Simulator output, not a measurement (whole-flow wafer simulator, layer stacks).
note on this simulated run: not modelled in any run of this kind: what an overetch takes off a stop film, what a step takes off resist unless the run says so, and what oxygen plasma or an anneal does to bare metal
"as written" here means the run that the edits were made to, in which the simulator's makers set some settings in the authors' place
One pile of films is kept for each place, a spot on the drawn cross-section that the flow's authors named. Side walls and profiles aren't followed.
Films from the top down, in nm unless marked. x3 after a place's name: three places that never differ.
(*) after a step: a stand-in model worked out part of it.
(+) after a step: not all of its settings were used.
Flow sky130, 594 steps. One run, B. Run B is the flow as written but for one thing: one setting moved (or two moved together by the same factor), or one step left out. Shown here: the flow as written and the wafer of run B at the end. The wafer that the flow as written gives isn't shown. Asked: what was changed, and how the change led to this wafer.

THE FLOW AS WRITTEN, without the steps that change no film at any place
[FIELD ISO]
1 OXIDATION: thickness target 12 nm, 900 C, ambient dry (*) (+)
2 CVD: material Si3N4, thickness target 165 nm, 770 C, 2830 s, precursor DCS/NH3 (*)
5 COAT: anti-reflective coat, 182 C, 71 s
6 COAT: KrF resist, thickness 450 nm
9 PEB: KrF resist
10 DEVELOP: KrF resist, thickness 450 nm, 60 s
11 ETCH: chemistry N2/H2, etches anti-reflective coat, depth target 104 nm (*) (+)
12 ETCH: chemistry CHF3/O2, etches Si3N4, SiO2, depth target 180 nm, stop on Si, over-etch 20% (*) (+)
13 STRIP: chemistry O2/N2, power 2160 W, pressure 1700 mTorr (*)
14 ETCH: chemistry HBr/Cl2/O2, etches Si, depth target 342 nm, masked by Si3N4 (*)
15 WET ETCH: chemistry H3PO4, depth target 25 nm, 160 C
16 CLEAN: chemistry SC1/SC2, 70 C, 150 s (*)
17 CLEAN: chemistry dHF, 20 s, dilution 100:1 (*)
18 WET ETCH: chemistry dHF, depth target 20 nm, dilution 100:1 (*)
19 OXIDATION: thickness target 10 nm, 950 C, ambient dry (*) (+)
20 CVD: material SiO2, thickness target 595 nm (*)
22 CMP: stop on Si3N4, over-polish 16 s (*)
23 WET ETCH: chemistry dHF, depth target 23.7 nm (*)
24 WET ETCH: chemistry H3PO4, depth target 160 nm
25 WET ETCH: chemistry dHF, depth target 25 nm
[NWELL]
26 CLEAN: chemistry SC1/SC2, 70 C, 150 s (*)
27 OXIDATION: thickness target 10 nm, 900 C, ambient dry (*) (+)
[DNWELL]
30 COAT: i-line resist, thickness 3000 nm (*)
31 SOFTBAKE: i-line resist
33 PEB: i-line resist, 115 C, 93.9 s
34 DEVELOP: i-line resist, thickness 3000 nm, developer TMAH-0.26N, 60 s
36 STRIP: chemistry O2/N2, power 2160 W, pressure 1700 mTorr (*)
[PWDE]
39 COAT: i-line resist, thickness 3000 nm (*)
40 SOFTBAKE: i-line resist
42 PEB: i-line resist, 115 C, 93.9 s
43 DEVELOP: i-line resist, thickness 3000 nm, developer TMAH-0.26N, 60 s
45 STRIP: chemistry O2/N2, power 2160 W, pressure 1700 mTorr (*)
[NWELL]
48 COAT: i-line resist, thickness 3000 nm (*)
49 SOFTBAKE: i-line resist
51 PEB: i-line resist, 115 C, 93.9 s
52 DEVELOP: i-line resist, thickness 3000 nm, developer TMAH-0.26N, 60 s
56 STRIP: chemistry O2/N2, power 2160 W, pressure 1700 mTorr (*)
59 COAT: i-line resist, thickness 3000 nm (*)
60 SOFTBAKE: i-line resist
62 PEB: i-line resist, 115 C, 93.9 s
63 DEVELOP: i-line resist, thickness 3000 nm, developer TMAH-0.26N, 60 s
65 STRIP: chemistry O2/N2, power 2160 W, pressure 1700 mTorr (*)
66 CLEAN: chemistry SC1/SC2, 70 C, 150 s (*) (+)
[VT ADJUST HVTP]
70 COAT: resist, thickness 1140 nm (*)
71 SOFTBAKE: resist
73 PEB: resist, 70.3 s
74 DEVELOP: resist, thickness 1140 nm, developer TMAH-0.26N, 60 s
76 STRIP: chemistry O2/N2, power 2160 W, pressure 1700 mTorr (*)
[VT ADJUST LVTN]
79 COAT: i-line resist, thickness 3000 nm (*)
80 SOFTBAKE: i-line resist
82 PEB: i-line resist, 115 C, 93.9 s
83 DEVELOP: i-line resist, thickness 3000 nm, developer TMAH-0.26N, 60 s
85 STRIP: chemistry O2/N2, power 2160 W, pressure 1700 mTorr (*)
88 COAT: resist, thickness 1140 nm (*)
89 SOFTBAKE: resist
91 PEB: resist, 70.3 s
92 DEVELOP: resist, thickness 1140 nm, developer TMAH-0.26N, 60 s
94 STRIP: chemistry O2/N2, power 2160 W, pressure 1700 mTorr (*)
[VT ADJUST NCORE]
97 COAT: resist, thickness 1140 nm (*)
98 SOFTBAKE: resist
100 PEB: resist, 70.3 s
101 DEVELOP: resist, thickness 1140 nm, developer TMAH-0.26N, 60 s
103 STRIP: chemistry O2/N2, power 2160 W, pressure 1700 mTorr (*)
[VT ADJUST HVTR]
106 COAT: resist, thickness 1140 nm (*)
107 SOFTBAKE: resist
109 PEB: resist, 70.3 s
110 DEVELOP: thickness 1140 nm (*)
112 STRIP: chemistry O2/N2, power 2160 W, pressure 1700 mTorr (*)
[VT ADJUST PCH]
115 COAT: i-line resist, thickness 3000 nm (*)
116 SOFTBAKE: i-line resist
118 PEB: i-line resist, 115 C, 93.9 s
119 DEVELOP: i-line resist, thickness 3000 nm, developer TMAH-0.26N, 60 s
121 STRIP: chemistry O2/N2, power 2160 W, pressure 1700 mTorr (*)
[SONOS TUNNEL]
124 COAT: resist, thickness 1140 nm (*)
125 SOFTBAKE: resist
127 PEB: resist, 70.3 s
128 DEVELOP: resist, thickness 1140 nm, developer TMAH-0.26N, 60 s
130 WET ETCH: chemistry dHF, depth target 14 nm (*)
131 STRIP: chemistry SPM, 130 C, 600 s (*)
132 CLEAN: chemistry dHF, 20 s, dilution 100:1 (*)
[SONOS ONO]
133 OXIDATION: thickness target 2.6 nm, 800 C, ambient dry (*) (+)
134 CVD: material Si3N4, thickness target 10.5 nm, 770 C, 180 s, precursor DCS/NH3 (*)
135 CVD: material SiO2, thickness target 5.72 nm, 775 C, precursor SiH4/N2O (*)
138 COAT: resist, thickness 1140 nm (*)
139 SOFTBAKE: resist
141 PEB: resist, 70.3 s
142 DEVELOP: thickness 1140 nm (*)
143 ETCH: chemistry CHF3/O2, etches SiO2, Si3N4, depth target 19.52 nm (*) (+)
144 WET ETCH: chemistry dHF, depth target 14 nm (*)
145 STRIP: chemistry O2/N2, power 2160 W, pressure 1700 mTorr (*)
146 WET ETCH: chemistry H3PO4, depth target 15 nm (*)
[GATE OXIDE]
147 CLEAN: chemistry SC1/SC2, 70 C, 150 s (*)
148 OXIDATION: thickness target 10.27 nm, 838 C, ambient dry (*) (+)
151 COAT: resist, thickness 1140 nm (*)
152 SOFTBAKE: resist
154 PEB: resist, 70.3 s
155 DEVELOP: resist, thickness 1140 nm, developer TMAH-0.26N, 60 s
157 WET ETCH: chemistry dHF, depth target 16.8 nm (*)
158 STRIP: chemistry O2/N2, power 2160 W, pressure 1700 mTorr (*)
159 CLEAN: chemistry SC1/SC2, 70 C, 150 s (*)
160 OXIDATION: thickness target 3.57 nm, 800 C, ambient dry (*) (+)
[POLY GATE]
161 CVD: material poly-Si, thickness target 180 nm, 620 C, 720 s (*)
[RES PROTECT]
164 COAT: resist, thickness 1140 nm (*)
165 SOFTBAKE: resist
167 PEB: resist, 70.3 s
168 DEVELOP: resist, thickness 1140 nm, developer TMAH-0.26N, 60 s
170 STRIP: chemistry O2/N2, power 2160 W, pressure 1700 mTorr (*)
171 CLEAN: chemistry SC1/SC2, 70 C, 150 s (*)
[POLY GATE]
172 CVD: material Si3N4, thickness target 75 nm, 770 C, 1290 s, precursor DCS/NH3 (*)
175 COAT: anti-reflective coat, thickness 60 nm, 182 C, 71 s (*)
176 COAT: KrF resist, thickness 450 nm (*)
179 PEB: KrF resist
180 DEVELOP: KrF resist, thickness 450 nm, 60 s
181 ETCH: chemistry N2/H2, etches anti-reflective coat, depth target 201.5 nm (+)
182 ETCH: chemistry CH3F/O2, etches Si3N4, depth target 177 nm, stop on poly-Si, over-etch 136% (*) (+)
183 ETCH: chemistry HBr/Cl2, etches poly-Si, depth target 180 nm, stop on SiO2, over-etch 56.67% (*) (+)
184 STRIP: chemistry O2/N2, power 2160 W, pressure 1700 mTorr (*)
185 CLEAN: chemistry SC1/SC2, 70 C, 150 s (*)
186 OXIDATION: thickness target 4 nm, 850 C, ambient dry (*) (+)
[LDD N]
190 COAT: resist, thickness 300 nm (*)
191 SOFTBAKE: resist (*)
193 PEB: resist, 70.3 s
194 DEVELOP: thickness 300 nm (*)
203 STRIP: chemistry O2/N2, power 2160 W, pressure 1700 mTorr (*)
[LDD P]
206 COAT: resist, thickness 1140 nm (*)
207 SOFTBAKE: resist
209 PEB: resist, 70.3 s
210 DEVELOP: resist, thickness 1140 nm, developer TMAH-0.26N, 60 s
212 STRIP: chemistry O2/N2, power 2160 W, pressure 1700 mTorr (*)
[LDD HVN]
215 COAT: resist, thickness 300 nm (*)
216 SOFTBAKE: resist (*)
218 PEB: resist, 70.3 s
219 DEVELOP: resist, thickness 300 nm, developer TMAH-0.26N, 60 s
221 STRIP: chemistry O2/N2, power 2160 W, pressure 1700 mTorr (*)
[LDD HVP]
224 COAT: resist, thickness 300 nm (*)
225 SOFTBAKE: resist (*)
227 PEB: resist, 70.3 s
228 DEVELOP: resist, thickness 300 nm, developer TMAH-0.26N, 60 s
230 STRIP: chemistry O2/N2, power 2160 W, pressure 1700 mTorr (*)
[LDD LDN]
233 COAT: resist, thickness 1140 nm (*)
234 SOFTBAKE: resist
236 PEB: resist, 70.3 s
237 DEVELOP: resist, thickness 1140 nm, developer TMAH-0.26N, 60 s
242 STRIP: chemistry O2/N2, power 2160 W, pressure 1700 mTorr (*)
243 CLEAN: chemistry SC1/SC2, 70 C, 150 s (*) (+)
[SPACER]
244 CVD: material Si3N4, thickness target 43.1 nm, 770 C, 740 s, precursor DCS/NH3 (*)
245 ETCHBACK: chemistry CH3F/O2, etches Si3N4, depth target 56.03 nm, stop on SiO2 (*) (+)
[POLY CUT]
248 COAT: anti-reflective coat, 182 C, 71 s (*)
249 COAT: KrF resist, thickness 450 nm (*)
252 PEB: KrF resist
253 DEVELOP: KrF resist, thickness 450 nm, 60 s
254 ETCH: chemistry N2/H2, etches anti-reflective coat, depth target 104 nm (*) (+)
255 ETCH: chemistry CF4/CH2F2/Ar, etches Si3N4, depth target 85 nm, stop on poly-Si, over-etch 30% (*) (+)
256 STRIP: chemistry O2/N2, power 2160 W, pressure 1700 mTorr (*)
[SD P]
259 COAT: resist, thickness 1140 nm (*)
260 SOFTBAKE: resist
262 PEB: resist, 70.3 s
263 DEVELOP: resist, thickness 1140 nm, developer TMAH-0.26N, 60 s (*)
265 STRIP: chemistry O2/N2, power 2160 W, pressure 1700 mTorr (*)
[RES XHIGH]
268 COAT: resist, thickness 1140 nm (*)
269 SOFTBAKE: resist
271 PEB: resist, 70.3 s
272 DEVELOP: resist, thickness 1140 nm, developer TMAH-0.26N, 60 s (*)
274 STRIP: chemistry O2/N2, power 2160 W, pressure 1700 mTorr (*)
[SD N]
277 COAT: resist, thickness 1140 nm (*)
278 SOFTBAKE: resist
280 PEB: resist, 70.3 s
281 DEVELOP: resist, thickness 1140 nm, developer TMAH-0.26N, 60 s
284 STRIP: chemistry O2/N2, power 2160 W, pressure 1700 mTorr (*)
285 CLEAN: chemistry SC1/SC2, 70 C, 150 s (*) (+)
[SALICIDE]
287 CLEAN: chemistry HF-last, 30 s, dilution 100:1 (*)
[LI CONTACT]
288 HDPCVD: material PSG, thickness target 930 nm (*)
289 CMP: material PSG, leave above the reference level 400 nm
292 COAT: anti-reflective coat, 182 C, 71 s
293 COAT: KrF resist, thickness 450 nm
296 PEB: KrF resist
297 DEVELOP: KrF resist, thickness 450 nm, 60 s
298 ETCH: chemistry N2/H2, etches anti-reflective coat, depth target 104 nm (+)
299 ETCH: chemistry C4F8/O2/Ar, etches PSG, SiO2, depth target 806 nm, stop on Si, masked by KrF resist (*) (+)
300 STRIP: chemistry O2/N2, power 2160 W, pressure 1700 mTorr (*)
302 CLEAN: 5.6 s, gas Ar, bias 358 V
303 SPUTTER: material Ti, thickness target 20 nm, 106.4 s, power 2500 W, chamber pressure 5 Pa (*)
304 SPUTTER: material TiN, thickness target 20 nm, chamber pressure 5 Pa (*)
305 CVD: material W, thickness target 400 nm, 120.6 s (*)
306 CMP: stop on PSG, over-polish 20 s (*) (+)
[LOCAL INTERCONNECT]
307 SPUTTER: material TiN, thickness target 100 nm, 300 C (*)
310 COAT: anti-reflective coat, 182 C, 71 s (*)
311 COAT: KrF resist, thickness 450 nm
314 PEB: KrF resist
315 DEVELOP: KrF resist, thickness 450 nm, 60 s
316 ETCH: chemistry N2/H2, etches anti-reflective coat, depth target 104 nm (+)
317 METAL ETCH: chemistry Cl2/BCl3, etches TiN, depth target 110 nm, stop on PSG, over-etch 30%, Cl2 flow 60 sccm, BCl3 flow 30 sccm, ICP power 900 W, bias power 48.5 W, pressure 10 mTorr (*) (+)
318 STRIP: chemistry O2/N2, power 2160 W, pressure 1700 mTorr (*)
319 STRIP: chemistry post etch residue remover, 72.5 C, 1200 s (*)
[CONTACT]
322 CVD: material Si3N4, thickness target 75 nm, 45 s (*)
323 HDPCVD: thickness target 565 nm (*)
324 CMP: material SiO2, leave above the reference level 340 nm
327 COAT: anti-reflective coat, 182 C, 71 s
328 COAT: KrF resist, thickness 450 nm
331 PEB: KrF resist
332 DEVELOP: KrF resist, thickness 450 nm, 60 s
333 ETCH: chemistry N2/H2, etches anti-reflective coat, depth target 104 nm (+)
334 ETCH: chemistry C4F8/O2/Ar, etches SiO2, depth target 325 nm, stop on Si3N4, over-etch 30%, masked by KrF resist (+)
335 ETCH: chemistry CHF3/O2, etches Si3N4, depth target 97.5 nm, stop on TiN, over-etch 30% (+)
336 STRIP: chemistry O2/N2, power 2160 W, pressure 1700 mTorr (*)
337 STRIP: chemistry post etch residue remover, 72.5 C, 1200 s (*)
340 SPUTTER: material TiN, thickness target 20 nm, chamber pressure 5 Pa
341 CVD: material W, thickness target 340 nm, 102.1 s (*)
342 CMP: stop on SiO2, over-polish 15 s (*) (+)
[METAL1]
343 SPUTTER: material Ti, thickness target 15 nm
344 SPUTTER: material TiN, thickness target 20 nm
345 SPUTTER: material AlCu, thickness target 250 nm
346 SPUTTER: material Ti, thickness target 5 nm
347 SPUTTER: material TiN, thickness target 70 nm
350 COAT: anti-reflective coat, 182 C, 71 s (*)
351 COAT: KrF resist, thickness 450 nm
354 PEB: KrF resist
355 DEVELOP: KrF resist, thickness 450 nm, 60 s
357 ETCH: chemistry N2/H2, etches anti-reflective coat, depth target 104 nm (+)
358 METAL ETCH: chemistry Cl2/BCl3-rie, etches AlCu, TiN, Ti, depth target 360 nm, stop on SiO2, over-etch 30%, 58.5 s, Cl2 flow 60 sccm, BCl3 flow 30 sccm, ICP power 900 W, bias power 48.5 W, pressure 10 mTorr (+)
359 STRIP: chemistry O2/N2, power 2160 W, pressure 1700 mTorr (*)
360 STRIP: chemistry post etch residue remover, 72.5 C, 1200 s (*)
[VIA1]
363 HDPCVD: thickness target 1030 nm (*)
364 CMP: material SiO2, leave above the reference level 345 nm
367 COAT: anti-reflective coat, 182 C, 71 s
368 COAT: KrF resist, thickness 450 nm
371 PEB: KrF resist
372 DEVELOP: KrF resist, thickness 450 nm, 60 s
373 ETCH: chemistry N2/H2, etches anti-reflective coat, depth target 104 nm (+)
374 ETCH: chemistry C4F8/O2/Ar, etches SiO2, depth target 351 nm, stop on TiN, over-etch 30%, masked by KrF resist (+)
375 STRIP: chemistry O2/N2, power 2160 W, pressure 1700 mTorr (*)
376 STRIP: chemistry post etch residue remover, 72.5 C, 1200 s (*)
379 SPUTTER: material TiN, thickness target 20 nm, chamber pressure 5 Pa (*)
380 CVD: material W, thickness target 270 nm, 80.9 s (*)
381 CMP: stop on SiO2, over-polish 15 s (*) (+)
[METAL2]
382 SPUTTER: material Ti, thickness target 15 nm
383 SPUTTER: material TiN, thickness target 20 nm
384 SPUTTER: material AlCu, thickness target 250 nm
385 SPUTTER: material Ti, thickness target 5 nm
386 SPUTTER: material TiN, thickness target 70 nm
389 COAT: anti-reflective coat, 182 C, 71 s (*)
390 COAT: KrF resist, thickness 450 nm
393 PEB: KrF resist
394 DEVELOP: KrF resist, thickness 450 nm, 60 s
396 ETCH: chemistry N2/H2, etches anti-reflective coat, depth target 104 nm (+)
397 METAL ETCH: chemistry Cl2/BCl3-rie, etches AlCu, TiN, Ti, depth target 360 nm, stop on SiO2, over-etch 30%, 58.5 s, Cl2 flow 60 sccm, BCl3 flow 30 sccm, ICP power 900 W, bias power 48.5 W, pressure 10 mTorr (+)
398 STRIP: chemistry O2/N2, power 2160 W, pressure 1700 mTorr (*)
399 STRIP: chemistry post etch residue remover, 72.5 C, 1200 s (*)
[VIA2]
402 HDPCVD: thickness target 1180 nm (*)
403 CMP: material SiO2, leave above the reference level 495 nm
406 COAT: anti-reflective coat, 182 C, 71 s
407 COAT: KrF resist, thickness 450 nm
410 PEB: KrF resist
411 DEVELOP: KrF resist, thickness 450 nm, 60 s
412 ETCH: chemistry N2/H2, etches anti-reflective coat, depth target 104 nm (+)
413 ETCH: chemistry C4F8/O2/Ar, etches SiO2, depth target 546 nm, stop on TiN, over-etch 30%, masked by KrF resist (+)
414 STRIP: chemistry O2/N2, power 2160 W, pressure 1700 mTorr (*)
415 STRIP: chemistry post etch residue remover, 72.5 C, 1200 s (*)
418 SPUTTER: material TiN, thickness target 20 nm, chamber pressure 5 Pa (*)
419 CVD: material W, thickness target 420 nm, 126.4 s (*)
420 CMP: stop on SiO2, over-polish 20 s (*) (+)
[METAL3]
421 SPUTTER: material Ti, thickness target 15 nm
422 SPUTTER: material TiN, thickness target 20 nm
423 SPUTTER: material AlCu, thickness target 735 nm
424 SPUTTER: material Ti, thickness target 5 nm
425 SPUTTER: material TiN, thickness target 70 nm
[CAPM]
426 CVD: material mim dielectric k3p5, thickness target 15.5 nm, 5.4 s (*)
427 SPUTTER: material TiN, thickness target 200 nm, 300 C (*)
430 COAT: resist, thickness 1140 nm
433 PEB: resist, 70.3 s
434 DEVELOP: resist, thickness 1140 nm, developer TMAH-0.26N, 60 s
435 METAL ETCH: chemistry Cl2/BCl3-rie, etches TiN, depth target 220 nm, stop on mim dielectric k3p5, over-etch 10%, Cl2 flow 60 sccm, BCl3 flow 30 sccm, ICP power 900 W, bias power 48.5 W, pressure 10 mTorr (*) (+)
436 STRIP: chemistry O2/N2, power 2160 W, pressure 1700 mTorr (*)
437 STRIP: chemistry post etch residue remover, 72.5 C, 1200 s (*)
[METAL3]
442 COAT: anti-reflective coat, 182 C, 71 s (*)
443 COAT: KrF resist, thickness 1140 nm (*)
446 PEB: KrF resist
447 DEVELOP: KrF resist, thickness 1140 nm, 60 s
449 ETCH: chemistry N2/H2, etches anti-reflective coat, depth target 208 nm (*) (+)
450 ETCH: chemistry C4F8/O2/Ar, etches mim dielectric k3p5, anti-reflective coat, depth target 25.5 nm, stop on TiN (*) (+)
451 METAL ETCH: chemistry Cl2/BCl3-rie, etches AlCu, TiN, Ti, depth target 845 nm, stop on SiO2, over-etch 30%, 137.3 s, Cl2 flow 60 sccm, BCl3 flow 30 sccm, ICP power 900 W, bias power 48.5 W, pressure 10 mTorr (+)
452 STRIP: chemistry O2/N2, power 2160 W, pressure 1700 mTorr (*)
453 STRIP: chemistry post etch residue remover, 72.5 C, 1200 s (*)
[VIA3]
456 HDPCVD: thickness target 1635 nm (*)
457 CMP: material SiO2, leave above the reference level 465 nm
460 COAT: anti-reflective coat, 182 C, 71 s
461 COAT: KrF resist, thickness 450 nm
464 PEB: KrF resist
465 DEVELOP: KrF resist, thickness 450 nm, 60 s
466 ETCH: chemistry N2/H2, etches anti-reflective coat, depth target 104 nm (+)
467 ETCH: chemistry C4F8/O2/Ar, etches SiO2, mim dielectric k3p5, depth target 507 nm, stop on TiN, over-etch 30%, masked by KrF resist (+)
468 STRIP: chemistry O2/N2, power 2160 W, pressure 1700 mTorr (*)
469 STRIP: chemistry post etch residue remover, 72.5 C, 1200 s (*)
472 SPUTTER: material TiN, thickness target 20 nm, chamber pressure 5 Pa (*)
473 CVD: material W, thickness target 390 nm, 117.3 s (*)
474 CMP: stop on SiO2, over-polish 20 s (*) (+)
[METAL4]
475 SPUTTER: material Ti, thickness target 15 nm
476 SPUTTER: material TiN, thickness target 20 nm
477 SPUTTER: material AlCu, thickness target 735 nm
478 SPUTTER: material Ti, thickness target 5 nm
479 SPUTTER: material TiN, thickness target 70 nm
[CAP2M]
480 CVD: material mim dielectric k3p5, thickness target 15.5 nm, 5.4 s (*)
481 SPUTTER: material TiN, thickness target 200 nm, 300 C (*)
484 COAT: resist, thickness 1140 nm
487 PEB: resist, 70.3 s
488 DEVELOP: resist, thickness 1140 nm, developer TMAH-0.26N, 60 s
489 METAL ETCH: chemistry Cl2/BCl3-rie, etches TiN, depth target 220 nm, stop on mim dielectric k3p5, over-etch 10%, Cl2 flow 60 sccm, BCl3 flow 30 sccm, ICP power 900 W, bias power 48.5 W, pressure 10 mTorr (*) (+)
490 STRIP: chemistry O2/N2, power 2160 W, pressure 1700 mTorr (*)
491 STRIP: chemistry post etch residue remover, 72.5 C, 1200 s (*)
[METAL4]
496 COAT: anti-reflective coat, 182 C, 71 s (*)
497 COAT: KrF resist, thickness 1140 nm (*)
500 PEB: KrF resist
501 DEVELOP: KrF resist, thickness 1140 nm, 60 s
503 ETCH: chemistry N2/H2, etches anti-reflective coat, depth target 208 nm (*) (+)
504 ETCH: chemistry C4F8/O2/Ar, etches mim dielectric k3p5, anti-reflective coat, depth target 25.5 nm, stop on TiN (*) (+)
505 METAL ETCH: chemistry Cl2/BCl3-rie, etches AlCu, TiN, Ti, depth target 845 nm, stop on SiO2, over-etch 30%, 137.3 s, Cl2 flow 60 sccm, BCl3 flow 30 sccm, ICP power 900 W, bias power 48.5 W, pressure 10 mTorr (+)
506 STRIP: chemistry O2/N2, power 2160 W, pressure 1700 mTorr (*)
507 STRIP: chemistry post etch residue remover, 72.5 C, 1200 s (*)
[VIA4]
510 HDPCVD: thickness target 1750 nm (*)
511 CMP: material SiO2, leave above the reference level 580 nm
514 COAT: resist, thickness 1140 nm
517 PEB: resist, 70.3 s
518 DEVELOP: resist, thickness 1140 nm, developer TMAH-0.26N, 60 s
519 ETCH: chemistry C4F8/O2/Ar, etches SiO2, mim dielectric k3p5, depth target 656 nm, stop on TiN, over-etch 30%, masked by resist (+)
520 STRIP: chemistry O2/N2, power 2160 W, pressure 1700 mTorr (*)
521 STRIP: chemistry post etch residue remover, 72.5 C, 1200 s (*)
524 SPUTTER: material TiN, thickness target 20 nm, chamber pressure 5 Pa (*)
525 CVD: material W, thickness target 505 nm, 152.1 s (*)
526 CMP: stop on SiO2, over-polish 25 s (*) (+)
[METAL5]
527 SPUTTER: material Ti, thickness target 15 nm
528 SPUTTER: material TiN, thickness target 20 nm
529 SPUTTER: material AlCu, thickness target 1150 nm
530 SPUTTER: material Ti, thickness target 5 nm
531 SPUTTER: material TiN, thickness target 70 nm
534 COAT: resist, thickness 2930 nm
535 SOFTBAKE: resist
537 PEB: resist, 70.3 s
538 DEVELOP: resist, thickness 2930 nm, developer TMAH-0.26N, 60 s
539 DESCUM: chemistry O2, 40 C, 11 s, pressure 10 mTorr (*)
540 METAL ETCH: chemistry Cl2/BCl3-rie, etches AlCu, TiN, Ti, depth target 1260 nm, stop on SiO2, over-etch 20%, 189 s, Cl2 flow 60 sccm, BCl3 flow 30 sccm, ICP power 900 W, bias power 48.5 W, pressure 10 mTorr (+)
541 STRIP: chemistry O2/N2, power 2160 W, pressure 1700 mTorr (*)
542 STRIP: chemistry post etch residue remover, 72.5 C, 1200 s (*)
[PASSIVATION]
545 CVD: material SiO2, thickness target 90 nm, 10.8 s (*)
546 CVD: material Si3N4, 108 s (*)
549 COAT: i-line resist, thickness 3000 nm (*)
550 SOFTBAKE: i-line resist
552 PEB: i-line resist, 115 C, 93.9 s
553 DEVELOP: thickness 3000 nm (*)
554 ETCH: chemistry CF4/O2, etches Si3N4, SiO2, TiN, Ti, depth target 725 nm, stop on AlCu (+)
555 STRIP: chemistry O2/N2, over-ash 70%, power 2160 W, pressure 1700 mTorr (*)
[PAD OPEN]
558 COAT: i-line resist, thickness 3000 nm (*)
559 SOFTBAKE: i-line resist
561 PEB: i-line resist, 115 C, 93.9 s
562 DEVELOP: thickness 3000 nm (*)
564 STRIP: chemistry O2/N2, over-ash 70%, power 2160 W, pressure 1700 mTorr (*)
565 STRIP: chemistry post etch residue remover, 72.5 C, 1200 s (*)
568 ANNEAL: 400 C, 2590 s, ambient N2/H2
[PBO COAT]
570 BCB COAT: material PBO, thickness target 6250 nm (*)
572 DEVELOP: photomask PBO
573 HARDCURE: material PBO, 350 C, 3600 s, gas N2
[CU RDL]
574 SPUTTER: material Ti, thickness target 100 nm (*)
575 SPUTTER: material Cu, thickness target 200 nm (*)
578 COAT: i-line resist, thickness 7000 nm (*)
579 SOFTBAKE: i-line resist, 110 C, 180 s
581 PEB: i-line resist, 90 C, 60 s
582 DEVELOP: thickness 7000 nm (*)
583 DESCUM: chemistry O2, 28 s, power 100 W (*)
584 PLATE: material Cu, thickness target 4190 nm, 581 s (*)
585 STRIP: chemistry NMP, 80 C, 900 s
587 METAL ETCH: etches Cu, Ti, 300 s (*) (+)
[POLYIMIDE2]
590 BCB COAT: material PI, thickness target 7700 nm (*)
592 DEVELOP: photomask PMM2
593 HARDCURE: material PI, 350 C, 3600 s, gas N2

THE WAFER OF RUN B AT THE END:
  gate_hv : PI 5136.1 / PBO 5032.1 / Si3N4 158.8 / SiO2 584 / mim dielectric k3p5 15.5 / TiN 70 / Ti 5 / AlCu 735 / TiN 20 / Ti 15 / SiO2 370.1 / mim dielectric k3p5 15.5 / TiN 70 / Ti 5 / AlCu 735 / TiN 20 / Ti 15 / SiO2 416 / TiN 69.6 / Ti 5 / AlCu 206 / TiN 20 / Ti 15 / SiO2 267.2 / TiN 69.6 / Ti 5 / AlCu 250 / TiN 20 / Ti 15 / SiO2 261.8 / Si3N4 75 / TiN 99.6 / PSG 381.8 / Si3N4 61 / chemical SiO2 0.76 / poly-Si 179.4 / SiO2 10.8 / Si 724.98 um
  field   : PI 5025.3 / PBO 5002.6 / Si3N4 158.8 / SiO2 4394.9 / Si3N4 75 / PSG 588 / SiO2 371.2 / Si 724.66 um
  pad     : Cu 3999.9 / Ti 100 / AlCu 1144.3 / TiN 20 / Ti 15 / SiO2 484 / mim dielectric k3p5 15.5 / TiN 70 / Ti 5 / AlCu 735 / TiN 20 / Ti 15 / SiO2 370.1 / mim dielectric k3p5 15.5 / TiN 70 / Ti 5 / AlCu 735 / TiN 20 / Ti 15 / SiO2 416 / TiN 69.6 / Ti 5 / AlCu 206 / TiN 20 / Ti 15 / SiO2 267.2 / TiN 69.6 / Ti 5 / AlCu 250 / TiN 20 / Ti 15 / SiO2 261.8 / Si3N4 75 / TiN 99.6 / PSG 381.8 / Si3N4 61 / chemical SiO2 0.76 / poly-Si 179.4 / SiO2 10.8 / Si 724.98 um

The cause: step 384, SPUTTER: thickness target 206 nm was run, where the flow has thickness target 250 nm.
It can be read off the wafer: gate_hv has AlCu 206, and step 384 as written asks for 250 nm.

How the change led to this, step by step:
  384 SPUTTER: material AlCu, thickness target 250 nm
      field, active, n_well and 188 more: AlCu +206 (new film) (as written it would be: AlCu +250 (new film))
  397 METAL ETCH: chemistry Cl2/BCl3-rie, etches AlCu, TiN, Ti, depth target 360 nm, stop on SiO2, over-etch 30%, 58.5 s, Cl2 flow 60 sccm, BCl3 flow 30 sccm, ICP power 900 W, bias power 48.5 W, pressure 10 mTorr (+)
      field, active, gate and 82 more: TiN -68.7 (all of it), Ti -5 (all of it), AlCu -206 (all of it), TiN -20 (all of it), Ti -15 (all of it), SiO2 -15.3 (as written it would be: TiN -68.7 (all of it), Ti -5 (all of it), AlCu -250 (all of it), TiN -20 (all of it), Ti -15 (all of it), SiO2 -10.9)
  403 CMP: material SiO2, leave above the reference level 495 nm
      field, active, gate and 82 more: SiO2 -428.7 (as written it would be: SiO2 -389.1)
